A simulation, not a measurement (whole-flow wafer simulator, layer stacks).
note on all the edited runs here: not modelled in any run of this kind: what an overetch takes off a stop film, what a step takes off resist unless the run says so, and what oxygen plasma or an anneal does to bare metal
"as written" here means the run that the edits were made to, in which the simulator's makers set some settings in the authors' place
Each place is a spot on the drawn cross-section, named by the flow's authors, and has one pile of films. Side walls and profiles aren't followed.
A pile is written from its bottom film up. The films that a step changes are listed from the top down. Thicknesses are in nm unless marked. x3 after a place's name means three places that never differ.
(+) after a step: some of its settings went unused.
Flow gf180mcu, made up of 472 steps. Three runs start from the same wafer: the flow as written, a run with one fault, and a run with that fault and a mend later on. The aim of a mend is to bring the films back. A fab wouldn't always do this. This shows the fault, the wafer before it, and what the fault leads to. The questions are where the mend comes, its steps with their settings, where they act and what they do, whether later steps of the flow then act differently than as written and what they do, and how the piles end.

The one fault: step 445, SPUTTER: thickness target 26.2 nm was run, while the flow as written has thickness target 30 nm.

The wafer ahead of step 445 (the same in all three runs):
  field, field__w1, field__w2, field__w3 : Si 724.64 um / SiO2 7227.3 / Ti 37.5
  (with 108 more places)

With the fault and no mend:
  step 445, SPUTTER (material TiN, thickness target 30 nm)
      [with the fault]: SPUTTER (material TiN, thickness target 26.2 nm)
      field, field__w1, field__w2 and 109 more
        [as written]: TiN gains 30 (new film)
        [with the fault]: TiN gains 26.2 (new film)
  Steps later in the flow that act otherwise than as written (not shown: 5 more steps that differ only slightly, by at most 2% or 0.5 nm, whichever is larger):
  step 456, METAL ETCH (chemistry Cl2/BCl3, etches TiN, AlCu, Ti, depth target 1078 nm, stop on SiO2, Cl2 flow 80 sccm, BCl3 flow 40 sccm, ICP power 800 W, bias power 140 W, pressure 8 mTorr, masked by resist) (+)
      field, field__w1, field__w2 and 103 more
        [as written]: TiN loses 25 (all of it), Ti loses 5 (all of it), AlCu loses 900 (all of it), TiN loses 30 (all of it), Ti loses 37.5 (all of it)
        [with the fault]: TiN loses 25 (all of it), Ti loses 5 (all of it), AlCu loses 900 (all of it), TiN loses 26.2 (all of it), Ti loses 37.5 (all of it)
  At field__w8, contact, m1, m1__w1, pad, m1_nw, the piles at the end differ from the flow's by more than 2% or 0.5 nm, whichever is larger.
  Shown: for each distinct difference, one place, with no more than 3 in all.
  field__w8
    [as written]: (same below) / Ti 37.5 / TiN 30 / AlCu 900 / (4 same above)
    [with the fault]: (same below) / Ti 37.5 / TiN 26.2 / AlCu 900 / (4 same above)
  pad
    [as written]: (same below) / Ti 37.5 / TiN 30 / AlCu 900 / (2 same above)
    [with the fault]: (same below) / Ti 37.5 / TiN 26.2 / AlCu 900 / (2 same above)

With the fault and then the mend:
  The mend follows step 445.
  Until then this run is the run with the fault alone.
  step 445a, SPUTTER (material TiN, thickness target 3.8 nm) (the flow's step 445, run once more with other settings)
      field, field__w1, field__w2 and 109 more
        TiN gains 3.8
  Later steps of the flow that are run all act as written at every place that is followed.
  At every place that both follow, the piles at the end match the flow's.
